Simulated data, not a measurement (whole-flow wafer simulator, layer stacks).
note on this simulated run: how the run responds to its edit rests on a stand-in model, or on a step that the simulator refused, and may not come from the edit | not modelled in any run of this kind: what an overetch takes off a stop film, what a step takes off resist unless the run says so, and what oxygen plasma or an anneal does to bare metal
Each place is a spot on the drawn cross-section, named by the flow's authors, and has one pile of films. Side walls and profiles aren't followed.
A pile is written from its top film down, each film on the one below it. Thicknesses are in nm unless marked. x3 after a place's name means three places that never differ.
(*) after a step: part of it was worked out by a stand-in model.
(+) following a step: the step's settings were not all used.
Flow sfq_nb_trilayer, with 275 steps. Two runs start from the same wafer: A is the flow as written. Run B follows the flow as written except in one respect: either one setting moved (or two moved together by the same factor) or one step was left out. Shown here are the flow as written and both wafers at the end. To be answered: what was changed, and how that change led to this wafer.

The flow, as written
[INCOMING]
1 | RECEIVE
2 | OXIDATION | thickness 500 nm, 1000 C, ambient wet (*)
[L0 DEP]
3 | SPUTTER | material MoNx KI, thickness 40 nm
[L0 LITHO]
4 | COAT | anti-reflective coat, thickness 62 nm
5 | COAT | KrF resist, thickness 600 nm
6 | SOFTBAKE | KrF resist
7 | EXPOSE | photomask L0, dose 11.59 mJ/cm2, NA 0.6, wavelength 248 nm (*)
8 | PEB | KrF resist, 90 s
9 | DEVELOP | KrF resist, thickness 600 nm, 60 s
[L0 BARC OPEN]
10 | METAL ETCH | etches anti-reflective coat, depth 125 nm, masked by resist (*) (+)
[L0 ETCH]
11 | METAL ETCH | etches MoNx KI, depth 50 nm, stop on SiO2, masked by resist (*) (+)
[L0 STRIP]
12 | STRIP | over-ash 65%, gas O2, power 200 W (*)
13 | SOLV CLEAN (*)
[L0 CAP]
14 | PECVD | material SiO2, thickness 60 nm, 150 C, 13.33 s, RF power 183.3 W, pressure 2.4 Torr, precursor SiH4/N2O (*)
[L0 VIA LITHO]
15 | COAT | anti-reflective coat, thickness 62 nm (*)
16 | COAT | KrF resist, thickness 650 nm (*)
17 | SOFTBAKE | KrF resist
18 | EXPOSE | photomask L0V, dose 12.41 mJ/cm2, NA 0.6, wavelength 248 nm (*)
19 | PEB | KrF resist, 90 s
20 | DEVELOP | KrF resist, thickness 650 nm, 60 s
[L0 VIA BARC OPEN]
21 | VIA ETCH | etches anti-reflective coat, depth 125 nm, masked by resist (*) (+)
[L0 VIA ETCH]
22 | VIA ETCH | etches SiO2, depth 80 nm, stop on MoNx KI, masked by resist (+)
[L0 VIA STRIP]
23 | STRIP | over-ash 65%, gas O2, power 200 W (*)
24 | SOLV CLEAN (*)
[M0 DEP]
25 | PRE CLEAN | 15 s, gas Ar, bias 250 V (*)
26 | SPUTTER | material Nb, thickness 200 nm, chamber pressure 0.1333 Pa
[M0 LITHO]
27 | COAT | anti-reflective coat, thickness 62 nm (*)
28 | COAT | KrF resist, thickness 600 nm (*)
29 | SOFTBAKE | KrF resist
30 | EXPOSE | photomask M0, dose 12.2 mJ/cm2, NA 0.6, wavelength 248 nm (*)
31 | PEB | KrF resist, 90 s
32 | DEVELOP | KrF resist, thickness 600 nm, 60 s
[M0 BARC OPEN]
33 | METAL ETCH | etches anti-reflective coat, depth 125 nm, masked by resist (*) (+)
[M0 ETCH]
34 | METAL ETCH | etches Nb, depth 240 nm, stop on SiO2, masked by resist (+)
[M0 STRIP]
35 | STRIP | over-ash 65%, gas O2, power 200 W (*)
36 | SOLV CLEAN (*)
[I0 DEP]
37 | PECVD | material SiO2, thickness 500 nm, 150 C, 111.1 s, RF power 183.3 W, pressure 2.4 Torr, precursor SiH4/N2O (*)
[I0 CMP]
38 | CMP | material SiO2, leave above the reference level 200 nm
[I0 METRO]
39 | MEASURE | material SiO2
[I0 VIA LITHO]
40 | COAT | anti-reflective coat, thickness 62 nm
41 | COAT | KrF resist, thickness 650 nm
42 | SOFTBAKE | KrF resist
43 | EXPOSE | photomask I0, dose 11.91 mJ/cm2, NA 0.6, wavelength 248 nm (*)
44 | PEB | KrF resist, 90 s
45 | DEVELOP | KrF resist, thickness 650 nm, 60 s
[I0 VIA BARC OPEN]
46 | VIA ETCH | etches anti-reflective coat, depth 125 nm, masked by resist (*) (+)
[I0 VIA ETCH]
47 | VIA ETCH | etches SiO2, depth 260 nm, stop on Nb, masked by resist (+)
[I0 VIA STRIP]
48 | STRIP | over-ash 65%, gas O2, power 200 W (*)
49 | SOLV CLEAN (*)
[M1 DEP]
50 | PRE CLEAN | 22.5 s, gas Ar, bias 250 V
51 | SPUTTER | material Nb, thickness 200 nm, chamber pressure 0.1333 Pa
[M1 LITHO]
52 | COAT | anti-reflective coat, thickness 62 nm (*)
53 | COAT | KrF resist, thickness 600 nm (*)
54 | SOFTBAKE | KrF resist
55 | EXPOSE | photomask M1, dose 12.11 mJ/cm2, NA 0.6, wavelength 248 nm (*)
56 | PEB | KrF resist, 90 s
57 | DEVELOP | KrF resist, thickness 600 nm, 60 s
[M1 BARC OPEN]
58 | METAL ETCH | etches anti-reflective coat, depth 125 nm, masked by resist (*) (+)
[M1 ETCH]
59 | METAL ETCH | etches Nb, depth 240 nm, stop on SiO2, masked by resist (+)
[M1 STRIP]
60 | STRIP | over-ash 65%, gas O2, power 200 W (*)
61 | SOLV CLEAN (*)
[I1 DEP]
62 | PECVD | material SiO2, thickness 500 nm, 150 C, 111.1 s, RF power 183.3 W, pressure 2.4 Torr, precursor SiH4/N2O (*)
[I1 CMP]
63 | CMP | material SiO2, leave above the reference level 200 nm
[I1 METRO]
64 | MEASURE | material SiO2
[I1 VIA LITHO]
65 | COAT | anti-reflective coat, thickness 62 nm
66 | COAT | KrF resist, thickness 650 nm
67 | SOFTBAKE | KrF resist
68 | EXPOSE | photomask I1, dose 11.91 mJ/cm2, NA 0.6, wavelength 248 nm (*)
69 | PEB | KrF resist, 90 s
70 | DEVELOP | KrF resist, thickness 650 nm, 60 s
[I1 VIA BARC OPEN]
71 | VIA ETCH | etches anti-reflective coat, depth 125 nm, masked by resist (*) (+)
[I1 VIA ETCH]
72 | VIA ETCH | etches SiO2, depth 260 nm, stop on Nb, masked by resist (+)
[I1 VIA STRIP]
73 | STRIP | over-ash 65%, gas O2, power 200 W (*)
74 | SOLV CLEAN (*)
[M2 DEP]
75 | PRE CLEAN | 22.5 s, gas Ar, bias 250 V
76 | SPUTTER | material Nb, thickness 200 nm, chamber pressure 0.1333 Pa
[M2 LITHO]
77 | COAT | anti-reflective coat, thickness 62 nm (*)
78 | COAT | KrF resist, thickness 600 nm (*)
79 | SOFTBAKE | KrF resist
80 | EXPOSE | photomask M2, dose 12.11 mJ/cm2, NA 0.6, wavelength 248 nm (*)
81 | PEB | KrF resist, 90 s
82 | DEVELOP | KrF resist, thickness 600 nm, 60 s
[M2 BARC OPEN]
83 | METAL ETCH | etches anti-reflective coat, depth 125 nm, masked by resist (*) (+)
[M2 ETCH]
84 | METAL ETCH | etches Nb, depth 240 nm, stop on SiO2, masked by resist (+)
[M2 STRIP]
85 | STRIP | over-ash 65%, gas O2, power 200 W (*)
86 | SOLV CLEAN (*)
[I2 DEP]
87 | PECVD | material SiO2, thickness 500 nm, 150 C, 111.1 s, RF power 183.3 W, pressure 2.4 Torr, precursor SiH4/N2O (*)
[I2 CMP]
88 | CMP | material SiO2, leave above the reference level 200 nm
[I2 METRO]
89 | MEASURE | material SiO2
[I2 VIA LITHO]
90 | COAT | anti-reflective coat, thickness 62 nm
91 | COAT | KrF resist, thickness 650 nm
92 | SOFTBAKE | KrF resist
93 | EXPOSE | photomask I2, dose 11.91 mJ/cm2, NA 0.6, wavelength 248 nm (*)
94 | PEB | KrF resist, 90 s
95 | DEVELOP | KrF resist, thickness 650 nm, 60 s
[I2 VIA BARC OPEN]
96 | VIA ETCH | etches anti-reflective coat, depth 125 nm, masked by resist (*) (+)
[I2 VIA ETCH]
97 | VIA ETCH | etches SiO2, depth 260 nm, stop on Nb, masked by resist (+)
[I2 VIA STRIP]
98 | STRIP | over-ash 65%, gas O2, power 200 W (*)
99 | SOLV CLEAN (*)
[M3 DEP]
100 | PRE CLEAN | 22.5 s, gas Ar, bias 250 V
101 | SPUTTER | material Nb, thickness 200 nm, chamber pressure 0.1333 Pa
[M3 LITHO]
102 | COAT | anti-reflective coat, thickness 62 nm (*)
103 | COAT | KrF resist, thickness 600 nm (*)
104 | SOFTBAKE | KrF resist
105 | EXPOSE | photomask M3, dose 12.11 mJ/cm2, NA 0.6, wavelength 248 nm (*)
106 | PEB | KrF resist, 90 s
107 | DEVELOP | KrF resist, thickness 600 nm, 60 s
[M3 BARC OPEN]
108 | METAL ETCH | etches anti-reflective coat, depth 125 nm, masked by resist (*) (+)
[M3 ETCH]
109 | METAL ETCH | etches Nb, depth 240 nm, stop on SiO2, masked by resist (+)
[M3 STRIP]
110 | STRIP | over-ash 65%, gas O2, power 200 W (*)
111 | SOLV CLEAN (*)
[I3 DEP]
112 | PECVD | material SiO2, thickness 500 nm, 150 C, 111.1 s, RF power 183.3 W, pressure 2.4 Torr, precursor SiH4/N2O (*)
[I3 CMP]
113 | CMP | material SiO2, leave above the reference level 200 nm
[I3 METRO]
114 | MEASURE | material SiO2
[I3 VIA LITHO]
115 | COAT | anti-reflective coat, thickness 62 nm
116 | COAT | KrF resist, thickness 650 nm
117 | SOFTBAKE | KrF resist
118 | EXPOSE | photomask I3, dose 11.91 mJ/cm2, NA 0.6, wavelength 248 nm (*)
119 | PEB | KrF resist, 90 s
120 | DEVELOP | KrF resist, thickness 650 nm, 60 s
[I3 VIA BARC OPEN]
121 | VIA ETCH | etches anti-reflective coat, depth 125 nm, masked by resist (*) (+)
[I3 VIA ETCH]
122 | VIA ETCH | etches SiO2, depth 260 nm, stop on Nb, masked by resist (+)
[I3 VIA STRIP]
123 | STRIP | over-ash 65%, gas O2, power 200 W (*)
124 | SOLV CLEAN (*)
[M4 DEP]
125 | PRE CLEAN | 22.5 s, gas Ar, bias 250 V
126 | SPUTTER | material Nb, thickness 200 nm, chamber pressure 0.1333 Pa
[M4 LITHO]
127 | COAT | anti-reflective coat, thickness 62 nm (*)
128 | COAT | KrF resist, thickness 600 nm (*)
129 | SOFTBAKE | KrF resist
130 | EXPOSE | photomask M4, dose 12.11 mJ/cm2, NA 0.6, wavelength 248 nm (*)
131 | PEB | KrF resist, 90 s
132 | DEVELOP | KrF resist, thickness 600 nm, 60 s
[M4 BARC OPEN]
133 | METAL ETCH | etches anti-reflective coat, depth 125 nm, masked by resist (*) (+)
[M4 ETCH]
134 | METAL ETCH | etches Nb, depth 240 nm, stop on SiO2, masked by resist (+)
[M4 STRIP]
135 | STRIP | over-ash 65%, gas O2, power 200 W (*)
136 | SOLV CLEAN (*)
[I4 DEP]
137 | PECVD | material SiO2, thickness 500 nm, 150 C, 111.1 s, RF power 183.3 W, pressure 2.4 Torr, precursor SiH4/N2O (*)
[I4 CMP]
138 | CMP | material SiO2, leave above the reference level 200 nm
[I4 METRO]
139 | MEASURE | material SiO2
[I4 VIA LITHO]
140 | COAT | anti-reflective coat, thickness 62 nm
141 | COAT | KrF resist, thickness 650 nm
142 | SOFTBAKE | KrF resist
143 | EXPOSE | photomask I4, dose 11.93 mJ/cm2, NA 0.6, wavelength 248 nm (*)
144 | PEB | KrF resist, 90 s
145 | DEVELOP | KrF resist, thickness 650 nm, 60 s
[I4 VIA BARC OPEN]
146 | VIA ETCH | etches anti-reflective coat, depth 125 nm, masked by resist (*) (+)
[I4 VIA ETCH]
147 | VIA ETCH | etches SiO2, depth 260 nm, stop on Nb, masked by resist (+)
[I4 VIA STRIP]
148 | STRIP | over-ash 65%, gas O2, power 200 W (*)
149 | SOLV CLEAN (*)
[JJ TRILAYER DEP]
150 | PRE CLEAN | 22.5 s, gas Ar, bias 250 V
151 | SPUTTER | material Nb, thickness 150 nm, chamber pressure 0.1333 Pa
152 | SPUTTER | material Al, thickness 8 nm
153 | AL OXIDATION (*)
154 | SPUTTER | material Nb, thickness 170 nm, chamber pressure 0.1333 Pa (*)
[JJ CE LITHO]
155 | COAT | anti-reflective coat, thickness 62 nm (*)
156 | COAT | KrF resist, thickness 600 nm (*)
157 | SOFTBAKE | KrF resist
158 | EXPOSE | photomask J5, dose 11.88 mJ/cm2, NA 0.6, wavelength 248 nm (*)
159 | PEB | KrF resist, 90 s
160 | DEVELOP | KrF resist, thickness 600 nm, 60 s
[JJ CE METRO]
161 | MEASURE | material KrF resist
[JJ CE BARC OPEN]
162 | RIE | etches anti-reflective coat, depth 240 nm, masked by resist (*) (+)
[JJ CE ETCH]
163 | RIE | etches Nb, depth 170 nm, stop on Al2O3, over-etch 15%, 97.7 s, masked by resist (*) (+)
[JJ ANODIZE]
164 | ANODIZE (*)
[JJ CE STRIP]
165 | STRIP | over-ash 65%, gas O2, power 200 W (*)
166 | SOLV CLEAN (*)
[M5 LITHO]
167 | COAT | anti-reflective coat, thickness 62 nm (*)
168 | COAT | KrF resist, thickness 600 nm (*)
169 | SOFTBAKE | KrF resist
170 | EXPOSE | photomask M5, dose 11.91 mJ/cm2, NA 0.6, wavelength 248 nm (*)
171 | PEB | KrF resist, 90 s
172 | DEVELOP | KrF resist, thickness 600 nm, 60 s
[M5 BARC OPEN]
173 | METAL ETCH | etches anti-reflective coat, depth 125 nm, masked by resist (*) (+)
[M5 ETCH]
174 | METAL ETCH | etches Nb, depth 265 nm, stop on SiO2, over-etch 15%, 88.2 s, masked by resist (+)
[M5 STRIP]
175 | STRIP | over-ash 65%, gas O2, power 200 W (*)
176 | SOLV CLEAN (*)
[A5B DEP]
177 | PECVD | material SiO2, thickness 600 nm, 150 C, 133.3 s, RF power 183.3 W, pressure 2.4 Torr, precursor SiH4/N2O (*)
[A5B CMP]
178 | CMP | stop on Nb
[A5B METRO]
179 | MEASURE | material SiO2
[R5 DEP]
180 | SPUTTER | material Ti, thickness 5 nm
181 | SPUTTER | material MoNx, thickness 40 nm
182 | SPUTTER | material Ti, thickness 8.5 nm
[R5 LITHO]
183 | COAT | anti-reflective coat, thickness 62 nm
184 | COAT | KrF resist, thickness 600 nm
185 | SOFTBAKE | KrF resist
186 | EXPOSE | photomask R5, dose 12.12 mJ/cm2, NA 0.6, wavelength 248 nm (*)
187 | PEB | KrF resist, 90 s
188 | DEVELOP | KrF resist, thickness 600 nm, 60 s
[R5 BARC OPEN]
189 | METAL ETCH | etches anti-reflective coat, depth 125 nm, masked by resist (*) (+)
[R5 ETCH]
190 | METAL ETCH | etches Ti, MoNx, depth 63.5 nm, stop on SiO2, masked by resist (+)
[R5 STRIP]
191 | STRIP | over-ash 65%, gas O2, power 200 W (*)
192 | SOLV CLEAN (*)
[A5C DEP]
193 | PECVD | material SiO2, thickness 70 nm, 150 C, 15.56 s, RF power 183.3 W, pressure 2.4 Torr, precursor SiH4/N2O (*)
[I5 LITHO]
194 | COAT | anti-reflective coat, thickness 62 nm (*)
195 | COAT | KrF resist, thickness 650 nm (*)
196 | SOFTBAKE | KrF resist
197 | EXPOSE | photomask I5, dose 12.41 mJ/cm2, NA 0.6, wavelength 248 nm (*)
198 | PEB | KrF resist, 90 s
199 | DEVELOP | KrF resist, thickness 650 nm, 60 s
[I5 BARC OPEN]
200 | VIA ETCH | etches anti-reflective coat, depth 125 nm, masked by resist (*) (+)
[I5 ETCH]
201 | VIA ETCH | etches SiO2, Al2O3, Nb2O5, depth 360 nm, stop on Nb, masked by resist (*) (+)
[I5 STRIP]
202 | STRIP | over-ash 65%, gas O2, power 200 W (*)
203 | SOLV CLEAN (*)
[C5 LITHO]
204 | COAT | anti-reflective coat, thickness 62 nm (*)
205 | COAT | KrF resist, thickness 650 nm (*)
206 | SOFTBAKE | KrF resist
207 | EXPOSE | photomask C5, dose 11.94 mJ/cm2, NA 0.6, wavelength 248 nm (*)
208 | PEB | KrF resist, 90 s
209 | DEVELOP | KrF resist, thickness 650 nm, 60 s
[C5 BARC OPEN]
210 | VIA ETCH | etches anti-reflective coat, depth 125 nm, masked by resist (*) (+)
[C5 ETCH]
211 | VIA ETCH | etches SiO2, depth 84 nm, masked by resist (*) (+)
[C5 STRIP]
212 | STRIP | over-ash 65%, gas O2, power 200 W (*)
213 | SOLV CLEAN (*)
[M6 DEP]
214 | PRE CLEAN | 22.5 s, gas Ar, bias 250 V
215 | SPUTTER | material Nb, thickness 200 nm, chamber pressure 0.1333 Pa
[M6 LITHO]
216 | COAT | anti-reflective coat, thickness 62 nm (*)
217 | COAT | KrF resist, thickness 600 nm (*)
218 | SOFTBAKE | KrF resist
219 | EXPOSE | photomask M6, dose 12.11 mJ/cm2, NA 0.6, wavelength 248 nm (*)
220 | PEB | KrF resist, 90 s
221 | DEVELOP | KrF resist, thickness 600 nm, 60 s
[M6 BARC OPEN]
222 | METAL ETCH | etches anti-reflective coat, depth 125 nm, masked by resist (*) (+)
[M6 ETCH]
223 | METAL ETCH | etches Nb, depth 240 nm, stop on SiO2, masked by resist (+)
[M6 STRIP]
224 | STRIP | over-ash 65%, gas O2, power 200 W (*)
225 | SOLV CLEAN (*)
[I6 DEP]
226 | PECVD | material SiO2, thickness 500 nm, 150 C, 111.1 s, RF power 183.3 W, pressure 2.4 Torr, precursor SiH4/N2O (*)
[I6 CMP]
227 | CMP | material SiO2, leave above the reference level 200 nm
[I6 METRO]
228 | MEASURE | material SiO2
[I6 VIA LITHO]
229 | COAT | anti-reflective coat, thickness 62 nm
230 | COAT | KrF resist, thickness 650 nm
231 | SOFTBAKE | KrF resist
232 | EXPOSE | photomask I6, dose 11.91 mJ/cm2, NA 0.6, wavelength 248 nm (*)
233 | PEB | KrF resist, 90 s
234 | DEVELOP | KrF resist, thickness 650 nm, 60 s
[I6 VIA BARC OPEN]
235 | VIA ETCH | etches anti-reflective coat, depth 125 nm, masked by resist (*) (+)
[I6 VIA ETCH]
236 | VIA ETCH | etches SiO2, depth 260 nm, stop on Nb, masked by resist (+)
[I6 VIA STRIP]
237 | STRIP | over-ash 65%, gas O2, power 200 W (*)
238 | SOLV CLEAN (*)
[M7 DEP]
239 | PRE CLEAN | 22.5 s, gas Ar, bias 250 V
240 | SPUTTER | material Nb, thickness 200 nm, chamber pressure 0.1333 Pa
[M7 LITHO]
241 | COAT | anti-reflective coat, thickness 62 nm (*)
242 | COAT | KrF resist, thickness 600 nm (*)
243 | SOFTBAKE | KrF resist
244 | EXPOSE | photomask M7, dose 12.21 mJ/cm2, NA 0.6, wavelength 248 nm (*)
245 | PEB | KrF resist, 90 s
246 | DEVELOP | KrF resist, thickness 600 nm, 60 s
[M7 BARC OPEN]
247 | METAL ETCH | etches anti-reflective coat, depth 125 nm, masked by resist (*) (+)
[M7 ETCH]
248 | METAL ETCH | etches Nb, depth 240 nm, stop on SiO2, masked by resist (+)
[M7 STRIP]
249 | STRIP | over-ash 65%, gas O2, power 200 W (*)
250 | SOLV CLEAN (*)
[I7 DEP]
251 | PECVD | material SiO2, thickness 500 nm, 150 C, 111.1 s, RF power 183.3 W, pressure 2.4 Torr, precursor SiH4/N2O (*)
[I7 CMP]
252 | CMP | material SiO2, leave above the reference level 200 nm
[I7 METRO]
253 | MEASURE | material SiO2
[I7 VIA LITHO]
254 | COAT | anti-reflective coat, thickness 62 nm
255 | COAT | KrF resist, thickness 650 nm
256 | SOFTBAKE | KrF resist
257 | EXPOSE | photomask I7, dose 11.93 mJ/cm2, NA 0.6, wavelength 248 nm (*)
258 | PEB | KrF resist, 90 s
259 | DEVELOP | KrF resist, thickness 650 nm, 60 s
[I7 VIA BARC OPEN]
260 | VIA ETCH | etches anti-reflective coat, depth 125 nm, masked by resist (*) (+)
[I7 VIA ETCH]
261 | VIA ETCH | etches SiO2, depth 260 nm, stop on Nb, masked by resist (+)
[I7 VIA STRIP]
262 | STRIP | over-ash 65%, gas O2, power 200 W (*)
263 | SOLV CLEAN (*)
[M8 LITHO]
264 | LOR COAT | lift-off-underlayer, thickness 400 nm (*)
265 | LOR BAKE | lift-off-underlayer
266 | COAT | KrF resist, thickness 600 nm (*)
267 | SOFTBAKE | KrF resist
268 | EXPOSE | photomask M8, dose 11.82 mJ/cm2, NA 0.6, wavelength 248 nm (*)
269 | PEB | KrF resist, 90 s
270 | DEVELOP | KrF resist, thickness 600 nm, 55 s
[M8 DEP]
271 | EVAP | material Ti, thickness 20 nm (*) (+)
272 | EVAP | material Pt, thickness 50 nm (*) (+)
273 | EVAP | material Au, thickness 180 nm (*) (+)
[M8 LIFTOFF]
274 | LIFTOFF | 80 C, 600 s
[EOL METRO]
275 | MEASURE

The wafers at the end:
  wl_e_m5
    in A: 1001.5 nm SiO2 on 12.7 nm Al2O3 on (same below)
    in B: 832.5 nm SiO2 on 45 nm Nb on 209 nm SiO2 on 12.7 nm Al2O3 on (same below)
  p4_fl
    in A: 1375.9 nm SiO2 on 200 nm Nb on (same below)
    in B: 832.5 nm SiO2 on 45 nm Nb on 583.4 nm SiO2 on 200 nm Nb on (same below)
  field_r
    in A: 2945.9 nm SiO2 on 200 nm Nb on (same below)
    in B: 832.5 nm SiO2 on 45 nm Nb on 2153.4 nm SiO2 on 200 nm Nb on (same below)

What caused this: step 215, SPUTTER: thickness 285 nm was run, whereas the flow has thickness 200 nm.

Step by step, how the change led to this:
  215 | SPUTTER | material Nb, thickness 200 nm, chamber pressure 0.1333 Pa
      field_l, v_sur, via_wl and 100 more: A Nb gains 200 (new film) | B Nb gains 285 (new film)
      be: A Nb gains 147.3 | B Nb gains 208.7
      (also at 2 further places)
  216 | COAT | anti-reflective coat, thickness 62 nm (*)
      be: A anti-reflective coat gains 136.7 (new film) | B anti-reflective coat gains 144.7 (new film)
  223 | METAL ETCH | etches Nb, depth 240 nm, stop on SiO2, masked by resist (+)
      field_l, gap, moat and 76 more: A Nb loses 200 (all of it) | B Nb loses 240
  224 | STRIP | over-ash 65%, gas O2, power 200 W (*)
      be: A KrF resist loses 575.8 (all of it), anti-reflective coat loses 136.7 (all of it) | B KrF resist loses 589.1 (all of it), anti-reflective coat loses 144.7 (all of it)
  226 | PECVD | material SiO2, thickness 500 nm, 150 C, 111.1 s, RF power 183.3 W, pressure 2.4 Torr, precursor SiH4/N2O (*)
      field_l, p4_fl, p4_fm and 62 more: A SiO2 gains 500 | B SiO2 gains 500 (new film)
      moat, field_r, lsp_l, ln_m5, lsp_m: A SiO2 gains 493.6 | B SiO2 gains 492.3 (new film)
      (also at 10 further places)
  227 | CMP | material SiO2, leave above the reference level 200 nm
      field_l, p4_fl, p4_fm and 59 more: A SiO2 loses 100 | B SiO2 loses 60
      moat, field_r, lsp_l, ln_m5, lsp_m: A SiO2 loses 93.6 | B SiO2 loses 52.3
      (also at 9 further places)
Taking metal films that touch as one body, wl_e_m5 has 7 bodies (between them, from the top down: SiO2 209 / Al2O3 12.7 / Nb2O5 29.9; SiO2 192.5; SiO2 192.5; SiO2 192.5; SiO2 192.5; SiO2 192.5); the flow as written gives 6 bodies (between them, from the top down: SiO2 192.5; SiO2 192.5; SiO2 192.5; SiO2 192.5; SiO2 192.5).
Taking metal films that touch as one body, p4_fl has 3 bodies (between them, from the top down: SiO2 583.4; SiO2 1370); the flow as written gives 2 bodies (between them, from the top down: SiO2 1370).
Taking metal films that touch as one body, field_r has 2 bodies (between them, from the top down: SiO2 2153.4); the flow as written gives 1 body.
